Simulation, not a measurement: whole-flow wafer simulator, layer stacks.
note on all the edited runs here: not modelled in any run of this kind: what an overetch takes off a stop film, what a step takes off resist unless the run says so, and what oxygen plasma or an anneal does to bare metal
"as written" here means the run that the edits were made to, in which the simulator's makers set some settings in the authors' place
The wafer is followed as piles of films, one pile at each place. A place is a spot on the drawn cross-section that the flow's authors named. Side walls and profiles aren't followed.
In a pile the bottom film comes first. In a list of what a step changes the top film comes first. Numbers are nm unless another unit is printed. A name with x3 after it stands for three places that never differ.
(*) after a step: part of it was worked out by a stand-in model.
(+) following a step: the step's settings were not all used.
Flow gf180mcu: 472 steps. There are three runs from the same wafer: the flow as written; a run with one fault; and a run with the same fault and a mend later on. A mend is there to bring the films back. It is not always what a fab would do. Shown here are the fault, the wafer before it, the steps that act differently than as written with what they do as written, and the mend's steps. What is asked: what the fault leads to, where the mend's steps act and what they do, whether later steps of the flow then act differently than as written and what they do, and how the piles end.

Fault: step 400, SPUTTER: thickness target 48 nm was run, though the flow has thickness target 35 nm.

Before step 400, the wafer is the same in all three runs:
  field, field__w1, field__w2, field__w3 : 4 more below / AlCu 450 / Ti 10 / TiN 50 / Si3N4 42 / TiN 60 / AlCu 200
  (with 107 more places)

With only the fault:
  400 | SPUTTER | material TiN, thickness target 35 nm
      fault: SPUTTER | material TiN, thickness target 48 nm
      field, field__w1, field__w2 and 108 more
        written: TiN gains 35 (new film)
        fault: TiN gains 48 (new film)
  Steps further on in the flow that do not act as written (not shown: 7 more steps that differ only slightly, by at most 2% or 0.5 nm, whichever is larger):
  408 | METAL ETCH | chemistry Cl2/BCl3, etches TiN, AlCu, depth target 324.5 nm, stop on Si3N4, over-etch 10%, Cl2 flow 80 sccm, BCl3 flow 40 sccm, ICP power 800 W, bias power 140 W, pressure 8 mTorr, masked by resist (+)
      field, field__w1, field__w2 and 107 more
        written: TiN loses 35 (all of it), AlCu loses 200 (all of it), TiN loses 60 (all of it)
        fault: TiN loses 48 (all of it), AlCu loses 200 (all of it), TiN loses 60 (all of it)
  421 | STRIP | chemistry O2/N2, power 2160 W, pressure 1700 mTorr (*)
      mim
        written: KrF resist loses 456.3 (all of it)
        fault: KrF resist loses 446.6 (all of it)
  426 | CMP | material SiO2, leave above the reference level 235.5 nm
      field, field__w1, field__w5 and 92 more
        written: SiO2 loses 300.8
        fault: SiO2 loses 287.8
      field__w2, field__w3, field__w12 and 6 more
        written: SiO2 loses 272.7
        fault: SiO2 loses 259.7
  By the end, the piles at mim depart from the flow's by more than 2% or 0.5 nm, whichever is larger.
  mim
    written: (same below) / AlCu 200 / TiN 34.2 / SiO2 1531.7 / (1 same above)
    fault: (same below) / AlCu 200 / TiN 47.2 / SiO2 1531.7 / (1 same above)

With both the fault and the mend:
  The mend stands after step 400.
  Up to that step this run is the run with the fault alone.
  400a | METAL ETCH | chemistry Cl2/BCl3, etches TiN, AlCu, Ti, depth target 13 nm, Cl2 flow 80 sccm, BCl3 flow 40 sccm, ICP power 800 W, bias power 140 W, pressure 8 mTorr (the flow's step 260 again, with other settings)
      field, field__w1, field__w2 and 108 more
        TiN loses 13
  Later steps of the flow that are run all act as written at every place that is followed.
  The piles end the same as the flow's at every place that both follow.
